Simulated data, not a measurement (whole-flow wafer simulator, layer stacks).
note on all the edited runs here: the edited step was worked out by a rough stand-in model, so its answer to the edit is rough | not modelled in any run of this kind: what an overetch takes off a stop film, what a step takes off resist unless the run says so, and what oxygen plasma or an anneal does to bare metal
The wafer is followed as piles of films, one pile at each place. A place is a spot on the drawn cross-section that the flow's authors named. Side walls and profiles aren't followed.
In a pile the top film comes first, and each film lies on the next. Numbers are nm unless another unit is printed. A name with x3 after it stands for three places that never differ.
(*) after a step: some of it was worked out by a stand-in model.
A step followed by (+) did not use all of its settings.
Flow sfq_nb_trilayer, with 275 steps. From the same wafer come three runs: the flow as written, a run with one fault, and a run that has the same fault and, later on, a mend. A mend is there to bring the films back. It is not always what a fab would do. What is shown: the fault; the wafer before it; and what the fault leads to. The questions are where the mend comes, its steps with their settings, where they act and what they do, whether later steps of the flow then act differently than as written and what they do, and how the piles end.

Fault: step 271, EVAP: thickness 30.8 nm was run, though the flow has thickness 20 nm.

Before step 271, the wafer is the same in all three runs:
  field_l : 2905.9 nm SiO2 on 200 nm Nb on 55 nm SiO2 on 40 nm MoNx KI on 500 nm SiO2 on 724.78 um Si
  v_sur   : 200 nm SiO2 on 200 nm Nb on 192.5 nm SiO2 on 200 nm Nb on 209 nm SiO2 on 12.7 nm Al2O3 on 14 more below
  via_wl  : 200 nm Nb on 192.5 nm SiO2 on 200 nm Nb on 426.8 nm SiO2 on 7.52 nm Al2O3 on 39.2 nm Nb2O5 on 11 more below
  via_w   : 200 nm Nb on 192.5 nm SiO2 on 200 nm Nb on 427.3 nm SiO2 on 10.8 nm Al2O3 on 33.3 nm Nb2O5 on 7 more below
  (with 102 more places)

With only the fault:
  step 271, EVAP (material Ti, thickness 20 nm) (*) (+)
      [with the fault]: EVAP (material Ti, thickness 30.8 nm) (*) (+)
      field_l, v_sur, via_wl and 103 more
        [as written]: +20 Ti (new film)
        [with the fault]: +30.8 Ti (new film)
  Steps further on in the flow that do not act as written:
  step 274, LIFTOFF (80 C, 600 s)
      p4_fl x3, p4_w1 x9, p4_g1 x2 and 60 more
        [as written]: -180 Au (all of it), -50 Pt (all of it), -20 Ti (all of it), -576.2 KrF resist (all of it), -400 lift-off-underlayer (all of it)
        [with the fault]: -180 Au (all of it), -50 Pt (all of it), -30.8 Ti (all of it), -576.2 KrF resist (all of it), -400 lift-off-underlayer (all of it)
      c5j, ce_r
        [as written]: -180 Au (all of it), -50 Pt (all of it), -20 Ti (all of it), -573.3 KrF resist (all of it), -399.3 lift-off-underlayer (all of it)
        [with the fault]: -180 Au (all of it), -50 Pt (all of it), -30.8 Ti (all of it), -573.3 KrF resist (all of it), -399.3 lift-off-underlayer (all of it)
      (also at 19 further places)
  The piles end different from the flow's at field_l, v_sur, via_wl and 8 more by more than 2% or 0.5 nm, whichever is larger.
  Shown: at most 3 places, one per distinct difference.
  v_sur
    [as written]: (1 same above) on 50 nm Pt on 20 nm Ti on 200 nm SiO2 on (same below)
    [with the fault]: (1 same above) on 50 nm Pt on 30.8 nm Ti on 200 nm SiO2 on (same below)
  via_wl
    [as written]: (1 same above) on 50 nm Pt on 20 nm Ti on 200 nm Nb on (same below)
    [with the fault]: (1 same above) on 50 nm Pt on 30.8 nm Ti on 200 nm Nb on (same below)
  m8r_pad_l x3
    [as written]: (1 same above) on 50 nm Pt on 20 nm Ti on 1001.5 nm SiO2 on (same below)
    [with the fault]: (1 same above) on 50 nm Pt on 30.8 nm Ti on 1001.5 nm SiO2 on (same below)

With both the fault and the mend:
  The mend stands after step 271.
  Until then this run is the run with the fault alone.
  step 271a, METAL ETCH (etches Ti, MoNx, depth 10.8 nm) (the flow's step 190 again, with other settings)
      field_l, v_sur, via_wl and 103 more
        -10.8 Ti
  Every later step of the flow that is run acts as written at every place that is followed.
  The piles end the same as the flow's at every place that both follow.
